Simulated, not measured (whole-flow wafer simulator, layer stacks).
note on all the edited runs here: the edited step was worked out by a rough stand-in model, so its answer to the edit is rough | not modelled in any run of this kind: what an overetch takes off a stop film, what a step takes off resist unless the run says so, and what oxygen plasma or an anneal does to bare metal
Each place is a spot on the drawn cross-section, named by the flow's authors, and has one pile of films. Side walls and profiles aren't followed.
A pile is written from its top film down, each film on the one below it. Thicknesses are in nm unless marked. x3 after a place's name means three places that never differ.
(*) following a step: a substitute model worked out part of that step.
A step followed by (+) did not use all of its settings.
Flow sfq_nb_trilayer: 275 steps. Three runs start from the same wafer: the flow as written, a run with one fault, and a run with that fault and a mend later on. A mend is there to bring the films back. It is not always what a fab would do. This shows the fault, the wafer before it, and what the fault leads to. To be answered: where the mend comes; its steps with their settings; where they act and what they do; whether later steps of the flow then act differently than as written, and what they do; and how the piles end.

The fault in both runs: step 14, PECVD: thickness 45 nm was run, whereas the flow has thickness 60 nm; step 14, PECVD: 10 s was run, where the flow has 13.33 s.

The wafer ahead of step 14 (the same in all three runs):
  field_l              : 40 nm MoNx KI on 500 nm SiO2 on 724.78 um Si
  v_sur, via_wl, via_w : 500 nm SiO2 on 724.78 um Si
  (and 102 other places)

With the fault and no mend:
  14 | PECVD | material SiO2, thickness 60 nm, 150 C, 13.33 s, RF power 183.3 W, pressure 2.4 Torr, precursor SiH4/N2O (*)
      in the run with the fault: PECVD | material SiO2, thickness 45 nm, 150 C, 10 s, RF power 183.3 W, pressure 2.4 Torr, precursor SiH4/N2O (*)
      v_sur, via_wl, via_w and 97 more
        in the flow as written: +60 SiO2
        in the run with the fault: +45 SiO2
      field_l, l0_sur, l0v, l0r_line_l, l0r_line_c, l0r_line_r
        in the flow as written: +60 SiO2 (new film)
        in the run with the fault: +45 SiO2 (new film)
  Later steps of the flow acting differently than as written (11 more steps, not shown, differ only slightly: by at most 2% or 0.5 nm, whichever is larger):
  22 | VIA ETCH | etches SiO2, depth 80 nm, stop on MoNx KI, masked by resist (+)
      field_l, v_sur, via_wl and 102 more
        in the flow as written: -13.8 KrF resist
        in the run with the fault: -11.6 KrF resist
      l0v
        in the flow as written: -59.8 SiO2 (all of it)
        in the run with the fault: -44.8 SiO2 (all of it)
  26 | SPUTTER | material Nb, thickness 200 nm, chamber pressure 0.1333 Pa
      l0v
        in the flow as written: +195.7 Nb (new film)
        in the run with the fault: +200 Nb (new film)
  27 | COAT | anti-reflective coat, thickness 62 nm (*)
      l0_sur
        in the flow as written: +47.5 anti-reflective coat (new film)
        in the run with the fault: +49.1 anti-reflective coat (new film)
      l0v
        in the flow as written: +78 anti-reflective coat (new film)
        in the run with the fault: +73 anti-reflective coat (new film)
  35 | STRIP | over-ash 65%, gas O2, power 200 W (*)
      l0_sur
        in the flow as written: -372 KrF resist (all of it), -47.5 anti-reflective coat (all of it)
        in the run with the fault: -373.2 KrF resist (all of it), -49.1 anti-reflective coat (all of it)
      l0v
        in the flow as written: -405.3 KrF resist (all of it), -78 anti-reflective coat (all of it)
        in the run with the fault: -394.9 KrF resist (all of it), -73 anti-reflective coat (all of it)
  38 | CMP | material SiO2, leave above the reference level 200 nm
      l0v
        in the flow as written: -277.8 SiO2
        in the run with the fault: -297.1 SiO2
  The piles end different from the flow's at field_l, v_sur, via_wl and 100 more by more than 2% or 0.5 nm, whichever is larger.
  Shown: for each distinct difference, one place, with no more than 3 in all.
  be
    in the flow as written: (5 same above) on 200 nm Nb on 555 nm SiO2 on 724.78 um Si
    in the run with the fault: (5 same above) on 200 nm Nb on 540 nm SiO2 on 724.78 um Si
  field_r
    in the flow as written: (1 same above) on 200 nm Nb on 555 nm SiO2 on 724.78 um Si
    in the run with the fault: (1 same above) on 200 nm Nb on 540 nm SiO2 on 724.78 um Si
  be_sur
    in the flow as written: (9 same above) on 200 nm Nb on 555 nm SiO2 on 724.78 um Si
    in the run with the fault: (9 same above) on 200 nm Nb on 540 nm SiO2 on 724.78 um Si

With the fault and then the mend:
  The mend follows step 14.
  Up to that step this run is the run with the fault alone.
  14a | PECVD | material SiO2, thickness 15 nm, 150 C, 3.333 s, RF power 183.3 W, pressure 2.4 Torr, precursor SiH4/N2O (the flow's step 14 again, with other settings)
      field_l, v_sur, via_wl and 103 more
        +15 SiO2
  None of the later steps of the flow differs from how it acts as written, at any place that is followed, by more than 2% or 0.5 nm, whichever is larger.
  At every place that both follow, the piles at the end match the flow's.
